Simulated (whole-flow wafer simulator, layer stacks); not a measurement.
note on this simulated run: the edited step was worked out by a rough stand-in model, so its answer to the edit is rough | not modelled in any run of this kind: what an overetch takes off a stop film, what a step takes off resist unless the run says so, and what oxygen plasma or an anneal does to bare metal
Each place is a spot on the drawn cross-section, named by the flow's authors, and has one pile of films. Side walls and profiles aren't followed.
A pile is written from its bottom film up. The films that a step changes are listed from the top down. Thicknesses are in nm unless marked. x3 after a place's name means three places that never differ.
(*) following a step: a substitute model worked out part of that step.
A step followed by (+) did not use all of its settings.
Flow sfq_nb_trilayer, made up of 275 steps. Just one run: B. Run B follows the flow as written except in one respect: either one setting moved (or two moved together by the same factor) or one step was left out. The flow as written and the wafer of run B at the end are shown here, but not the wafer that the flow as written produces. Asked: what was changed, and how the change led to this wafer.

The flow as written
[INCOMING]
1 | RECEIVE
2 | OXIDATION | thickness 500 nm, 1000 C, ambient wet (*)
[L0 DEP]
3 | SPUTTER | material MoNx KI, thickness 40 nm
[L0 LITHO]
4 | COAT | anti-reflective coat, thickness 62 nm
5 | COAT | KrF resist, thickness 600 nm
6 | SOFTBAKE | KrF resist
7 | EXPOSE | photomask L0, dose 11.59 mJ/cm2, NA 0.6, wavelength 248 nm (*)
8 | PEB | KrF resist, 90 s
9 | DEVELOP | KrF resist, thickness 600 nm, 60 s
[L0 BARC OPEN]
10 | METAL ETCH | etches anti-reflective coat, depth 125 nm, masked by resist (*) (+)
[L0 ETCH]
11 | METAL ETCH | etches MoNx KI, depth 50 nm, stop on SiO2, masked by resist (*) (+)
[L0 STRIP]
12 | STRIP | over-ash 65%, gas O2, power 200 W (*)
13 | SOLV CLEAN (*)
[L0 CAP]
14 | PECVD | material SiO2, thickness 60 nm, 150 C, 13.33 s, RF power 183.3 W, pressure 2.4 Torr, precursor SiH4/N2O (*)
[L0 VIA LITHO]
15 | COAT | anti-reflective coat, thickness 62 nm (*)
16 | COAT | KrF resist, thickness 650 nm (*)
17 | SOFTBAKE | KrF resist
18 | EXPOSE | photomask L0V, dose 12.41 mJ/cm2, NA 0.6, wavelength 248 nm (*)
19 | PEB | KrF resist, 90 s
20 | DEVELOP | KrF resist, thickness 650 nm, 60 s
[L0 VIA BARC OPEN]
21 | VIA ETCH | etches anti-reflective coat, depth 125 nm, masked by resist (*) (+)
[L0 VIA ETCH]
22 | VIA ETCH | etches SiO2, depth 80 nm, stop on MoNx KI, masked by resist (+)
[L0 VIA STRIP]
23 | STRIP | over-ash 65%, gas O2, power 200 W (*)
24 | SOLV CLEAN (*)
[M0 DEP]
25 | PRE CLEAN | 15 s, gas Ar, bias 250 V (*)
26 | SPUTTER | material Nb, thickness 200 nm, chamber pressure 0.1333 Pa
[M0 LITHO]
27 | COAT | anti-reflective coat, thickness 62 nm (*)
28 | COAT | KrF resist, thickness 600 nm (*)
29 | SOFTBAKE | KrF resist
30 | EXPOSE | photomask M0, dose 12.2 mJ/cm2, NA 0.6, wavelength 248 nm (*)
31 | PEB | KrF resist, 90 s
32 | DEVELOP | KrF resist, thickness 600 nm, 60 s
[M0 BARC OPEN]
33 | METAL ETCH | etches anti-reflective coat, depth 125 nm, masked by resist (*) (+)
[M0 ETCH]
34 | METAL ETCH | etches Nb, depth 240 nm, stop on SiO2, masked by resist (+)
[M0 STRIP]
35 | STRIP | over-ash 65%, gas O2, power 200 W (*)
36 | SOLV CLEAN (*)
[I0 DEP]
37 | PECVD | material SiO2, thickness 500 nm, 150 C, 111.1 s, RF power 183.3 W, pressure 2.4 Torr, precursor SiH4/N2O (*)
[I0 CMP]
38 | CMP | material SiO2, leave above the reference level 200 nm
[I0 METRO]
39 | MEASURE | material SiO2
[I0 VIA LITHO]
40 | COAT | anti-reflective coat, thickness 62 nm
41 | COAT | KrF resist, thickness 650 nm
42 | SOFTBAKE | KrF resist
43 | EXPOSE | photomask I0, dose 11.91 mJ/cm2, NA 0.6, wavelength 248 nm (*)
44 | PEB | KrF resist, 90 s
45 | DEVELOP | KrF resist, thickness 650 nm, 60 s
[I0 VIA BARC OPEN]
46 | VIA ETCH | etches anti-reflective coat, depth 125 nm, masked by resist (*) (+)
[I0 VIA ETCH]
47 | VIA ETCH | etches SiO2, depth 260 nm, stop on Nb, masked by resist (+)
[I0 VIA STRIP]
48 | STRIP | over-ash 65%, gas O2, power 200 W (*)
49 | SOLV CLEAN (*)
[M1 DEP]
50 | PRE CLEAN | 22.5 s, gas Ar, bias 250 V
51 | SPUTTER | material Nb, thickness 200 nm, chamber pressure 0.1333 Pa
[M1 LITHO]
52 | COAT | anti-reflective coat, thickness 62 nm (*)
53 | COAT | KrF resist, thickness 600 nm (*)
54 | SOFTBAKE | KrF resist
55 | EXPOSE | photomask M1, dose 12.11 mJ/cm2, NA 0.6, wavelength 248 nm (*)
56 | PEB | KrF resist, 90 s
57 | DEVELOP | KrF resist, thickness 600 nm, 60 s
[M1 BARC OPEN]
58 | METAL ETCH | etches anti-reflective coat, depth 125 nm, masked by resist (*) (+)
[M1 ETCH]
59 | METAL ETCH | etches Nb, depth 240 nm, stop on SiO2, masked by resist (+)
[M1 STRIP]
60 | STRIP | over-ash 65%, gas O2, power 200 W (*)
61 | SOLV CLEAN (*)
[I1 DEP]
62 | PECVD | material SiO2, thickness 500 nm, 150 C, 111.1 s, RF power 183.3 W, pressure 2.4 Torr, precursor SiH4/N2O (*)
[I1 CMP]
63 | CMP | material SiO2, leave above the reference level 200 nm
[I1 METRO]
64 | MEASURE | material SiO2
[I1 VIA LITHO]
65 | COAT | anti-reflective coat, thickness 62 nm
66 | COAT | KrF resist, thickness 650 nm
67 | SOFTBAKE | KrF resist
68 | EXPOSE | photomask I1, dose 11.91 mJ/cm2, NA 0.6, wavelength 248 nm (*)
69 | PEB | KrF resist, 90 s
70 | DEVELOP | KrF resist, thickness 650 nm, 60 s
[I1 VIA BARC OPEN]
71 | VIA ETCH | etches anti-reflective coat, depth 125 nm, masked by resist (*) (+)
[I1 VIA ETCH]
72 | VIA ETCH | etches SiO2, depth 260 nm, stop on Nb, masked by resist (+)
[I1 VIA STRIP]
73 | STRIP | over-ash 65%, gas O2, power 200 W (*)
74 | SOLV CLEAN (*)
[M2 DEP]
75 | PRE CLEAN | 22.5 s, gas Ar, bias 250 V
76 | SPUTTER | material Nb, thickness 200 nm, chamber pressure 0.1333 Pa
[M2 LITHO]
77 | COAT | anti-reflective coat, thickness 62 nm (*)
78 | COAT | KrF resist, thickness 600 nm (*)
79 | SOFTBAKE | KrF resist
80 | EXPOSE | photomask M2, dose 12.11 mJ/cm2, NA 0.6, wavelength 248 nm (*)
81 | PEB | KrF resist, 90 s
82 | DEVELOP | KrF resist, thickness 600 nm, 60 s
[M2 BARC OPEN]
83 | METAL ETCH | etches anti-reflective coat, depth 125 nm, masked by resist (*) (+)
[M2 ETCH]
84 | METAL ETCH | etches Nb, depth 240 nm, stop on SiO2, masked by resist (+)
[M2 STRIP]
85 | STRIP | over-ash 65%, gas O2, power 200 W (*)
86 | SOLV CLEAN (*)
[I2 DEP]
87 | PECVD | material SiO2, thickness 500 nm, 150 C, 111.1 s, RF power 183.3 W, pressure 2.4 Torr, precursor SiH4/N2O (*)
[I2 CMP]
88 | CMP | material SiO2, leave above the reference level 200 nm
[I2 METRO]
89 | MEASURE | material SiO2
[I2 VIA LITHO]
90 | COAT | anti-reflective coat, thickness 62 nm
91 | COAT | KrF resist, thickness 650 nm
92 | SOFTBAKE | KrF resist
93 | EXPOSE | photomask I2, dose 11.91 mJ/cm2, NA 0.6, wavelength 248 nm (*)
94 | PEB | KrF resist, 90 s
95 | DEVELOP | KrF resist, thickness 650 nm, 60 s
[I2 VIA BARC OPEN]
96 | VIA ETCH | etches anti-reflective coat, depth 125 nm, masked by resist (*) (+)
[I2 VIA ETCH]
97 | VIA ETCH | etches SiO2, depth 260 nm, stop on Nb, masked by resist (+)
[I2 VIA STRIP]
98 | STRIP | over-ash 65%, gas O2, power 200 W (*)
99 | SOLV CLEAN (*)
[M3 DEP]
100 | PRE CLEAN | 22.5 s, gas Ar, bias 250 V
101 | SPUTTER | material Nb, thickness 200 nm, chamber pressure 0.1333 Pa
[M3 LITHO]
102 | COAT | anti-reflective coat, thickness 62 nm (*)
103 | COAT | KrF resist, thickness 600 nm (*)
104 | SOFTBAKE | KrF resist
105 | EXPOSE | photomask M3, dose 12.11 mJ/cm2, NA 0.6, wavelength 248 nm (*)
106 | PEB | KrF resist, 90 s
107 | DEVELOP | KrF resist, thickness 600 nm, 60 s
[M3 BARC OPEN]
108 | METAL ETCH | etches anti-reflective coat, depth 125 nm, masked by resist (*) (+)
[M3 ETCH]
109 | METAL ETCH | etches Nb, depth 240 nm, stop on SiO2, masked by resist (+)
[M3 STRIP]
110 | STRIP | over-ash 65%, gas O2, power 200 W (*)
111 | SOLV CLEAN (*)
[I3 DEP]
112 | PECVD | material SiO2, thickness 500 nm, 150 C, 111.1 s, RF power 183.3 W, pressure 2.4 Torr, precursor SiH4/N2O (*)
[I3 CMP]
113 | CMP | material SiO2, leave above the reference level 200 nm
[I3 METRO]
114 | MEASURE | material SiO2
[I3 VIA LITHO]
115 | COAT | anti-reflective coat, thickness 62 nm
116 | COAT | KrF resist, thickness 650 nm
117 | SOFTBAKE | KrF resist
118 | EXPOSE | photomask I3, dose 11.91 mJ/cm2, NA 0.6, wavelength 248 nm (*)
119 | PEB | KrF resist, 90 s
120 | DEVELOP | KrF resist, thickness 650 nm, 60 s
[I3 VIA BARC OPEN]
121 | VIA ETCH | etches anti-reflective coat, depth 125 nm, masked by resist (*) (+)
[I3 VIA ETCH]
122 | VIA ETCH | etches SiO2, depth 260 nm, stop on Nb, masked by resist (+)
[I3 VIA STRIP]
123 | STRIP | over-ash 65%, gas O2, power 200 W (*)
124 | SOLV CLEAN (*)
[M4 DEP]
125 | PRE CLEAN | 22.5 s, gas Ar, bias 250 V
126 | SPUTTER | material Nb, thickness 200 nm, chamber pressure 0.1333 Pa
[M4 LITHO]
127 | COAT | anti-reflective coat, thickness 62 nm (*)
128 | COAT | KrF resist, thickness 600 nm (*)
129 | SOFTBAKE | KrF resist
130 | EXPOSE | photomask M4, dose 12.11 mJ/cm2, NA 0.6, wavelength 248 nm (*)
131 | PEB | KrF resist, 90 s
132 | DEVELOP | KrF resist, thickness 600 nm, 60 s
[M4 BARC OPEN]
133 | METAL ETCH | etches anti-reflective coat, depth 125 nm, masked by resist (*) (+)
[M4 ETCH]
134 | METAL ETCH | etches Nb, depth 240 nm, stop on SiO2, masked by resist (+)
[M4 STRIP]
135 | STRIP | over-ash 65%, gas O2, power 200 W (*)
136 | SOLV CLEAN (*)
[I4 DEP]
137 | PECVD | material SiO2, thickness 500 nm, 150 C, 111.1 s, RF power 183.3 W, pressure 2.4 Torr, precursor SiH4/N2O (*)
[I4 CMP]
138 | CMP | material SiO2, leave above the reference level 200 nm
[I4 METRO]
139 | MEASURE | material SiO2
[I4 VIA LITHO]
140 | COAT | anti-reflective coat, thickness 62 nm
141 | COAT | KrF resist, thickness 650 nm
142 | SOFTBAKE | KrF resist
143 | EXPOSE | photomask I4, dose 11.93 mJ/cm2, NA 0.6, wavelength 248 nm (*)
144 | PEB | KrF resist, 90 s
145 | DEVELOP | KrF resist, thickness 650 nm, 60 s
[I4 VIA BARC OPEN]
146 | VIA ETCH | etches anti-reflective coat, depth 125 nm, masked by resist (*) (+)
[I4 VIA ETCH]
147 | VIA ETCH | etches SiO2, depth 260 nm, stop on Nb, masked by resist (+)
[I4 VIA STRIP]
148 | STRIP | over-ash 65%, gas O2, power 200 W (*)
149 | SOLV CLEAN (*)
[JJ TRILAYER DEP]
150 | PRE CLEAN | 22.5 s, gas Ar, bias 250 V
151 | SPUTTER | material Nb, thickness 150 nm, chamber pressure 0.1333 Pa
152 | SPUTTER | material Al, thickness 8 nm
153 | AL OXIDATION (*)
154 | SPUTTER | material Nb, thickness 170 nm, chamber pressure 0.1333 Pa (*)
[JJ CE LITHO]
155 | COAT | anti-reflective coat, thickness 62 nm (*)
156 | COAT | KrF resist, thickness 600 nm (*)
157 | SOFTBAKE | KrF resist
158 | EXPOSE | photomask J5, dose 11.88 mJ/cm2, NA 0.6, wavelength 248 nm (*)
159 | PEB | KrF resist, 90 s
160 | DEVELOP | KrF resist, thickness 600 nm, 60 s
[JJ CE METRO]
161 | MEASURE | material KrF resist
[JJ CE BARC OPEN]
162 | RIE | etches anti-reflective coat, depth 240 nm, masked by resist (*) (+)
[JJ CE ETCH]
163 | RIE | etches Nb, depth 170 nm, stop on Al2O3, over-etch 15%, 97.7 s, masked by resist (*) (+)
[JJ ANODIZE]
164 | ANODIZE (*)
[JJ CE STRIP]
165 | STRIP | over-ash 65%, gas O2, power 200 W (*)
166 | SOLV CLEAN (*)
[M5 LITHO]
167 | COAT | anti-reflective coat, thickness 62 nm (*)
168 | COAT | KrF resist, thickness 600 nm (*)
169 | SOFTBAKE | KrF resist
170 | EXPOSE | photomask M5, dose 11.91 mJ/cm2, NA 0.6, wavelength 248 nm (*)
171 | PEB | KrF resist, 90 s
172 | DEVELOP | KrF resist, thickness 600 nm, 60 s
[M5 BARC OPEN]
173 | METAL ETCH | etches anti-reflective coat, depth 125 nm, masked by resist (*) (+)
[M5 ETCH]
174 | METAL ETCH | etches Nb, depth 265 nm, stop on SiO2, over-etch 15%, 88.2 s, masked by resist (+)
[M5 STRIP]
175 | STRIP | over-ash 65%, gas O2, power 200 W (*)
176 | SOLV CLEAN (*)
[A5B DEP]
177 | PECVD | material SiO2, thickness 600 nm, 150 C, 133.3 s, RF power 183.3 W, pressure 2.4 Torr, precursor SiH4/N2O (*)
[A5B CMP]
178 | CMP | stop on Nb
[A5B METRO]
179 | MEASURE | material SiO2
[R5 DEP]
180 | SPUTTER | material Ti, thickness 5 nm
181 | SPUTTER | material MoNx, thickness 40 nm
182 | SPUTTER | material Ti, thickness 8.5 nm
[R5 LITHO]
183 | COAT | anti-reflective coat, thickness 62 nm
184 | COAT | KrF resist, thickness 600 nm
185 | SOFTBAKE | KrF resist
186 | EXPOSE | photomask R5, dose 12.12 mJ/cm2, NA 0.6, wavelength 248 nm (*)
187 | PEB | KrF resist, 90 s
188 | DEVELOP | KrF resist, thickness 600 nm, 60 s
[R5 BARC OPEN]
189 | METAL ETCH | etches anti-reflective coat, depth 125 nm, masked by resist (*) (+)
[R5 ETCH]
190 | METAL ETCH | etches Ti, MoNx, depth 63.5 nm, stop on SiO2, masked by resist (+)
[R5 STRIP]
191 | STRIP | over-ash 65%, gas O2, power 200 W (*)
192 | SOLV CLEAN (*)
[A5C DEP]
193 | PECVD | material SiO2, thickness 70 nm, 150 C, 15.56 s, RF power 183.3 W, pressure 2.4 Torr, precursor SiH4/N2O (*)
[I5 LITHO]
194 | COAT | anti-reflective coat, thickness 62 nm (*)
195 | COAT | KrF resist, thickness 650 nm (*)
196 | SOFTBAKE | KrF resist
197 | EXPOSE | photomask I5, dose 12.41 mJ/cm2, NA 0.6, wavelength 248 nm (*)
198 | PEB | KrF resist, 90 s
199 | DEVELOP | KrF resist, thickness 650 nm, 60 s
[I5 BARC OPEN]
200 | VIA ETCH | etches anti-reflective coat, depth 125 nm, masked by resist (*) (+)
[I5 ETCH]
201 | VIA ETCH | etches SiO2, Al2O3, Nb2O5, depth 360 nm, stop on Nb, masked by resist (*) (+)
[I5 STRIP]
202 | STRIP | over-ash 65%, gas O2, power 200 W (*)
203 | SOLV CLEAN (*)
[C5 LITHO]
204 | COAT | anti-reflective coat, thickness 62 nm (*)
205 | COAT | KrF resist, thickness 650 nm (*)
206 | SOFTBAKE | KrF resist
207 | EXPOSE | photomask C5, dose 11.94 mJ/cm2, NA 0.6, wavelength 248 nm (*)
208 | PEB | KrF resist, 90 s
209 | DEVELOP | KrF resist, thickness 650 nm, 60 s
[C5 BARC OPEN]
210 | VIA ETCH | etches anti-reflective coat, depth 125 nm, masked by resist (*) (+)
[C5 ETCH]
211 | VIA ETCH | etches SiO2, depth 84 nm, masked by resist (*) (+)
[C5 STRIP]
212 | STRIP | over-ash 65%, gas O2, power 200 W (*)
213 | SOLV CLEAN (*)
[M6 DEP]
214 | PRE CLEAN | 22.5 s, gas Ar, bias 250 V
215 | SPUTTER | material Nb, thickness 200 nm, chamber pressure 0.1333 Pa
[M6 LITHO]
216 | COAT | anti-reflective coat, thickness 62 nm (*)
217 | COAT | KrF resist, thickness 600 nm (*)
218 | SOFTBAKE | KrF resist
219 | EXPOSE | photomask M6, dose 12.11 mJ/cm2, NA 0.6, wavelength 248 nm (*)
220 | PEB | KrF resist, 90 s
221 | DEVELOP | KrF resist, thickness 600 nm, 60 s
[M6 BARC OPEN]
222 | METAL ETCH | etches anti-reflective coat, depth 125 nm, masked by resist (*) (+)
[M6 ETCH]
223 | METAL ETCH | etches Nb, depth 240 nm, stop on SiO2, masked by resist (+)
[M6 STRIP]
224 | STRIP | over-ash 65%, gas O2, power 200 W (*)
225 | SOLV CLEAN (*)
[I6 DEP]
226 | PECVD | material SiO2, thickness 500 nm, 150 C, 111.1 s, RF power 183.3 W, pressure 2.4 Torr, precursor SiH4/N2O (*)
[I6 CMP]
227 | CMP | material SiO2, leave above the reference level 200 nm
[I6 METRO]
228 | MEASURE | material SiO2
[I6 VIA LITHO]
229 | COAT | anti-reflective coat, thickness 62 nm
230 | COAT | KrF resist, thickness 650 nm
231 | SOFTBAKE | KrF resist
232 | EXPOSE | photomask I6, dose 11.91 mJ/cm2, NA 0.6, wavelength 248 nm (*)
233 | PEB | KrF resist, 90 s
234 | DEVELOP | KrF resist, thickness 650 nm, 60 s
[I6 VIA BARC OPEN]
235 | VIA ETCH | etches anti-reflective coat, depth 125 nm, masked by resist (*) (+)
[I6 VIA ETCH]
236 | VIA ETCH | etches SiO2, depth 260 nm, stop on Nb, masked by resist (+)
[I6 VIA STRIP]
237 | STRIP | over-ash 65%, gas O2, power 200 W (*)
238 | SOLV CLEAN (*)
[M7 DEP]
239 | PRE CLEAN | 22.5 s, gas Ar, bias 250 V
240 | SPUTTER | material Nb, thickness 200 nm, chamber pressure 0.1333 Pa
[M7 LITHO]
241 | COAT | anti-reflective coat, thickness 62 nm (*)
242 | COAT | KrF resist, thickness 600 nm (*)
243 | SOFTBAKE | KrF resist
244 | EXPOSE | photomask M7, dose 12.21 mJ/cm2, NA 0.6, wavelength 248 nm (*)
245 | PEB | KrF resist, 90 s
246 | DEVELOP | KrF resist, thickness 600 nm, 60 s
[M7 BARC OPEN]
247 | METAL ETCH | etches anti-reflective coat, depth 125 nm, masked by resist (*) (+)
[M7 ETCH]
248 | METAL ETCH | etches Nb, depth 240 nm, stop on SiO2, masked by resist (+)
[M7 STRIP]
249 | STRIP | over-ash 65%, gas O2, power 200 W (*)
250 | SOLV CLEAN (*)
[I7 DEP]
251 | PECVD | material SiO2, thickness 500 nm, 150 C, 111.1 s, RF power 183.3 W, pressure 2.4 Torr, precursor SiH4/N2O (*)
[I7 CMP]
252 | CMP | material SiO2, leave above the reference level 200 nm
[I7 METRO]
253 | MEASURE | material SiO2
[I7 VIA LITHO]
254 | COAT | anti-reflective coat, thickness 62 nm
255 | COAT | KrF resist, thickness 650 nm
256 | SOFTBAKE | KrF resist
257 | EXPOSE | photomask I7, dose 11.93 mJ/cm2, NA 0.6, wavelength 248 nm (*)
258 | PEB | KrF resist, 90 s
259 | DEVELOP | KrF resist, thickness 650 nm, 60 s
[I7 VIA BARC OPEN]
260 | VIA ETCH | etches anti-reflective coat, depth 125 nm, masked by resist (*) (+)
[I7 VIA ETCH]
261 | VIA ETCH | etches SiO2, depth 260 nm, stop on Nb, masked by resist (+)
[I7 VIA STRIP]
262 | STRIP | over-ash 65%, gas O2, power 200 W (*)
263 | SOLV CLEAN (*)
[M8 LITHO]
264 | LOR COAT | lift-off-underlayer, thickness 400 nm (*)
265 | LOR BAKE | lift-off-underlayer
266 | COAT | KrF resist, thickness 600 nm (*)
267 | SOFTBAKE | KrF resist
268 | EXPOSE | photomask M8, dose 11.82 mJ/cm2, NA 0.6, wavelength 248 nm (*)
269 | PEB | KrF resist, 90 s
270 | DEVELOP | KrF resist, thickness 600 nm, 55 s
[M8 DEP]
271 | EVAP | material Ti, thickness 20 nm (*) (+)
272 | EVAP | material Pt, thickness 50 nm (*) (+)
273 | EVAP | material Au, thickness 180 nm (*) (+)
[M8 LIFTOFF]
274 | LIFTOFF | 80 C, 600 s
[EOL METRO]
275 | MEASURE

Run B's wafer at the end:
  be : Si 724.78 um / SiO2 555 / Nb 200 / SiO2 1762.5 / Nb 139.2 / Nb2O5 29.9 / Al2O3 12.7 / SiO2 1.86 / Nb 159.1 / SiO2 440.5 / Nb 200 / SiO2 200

The reason: step 201, VIA ETCH: depth 207 nm was run, though the flow has depth 360 nm.

Step by step, how the change led to this:
  201 | VIA ETCH | etches SiO2, Al2O3, Nb2O5, depth 360 nm, stop on Nb, masked by resist (*) (+)
      be: SiO2 loses 207 (as written it would have been: SiO2 loses 216.4 (all of it), Al2O3 loses 12.7 (all of it), Nb2O5 loses 29.9 (all of it))
      field_l, v_sur, via_wl and 102 more: KrF resist loses 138 (as written it would have been: KrF resist loses 240)
  202 | STRIP | over-ash 65%, gas O2, power 200 W (*)
      p4_fl, p4_fm, p4_w1 and 44 more: KrF resist loses 435.1 (all of it), anti-reflective coat loses 62 (all of it) (as written it would have been: KrF resist loses 333.1 (all of it), anti-reflective coat loses 62 (all of it))
      wl_b_sl, wl_b_m5, wl_b_sr and 13 more: KrF resist loses 435 (all of it), anti-reflective coat loses 62 (all of it) (as written it would have been: KrF resist loses 333 (all of it), anti-reflective coat loses 62 (all of it))
      (and at 42 other places as well)
  204 | COAT | anti-reflective coat, thickness 62 nm (*)
      wire: anti-reflective coat gains 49 (new film) (as written it would have been: anti-reflective coat gains 47.4 (new film))
      be: anti-reflective coat gains 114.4 (new film) (as written it would have been: anti-reflective coat gains 122.2 (new film))
      (and at 1 other place as well)
  205 | COAT | KrF resist, thickness 650 nm (*)
      be: KrF resist gains 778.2 (new film) (as written it would have been: KrF resist gains 815.3 (new film))
  212 | STRIP | over-ash 65%, gas O2, power 200 W (*)
      wire: KrF resist loses 558.7 (all of it), anti-reflective coat loses 49 (all of it) (as written it would have been: KrF resist loses 555.8 (all of it), anti-reflective coat loses 47.4 (all of it))
      be: KrF resist loses 691 (all of it), anti-reflective coat loses 114.4 (all of it) (as written it would have been: KrF resist loses 728.2 (all of it), anti-reflective coat loses 122.2 (all of it))
      (and at 1 other place as well)
  214 | PRE CLEAN | 22.5 s, gas Ar, bias 250 V
      be: SiO2 loses 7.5 (as written it would have been: Nb loses 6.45)
  215 | SPUTTER | material Nb, thickness 200 nm, chamber pressure 0.1333 Pa
      be: Nb gains 159.1 (new film) (as written it would have been: Nb gains 147.3)
  216 | COAT | anti-reflective coat, thickness 62 nm (*)
      wire: anti-reflective coat gains 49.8 (new film) (as written it would have been: anti-reflective coat gains 48.3 (new film))
      be: anti-reflective coat gains 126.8 (new film) (as written it would have been: anti-reflective coat gains 136.7 (new film))
      (and at 1 other place as well)
  217 | COAT | KrF resist, thickness 600 nm (*)
      be: KrF resist gains 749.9 (new film) (as written it would have been: KrF resist gains 793.9 (new film))
  224 | STRIP | over-ash 65%, gas O2, power 200 W (*)
      wire: KrF resist loses 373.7 (all of it), anti-reflective coat loses 49.8 (all of it) (as written it would have been: KrF resist loses 369.8 (all of it), anti-reflective coat loses 48.3 (all of it))
      be: KrF resist loses 531.9 (all of it), anti-reflective coat loses 126.8 (all of it) (as written it would have been: KrF resist loses 575.8 (all of it), anti-reflective coat loses 136.7 (all of it))
      (and at 1 other place as well)
  226 | PECVD | material SiO2, thickness 500 nm, 150 C, 111.1 s, RF power 183.3 W, pressure 2.4 Torr, precursor SiH4/N2O (*)
      be: SiO2 gains 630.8 (new film) (as written it would have been: SiO2 gains 693.5 (new film))
If metal films that touch count as one body, be has 4 bodies (between them, from the top down: SiO2 440.5; SiO2 1.86 / Al2O3 12.7 / Nb2O5 29.9; SiO2 1762.5); the flow as written gives 3 bodies (between them, from the top down: SiO2 503.2; SiO2 1762.5).
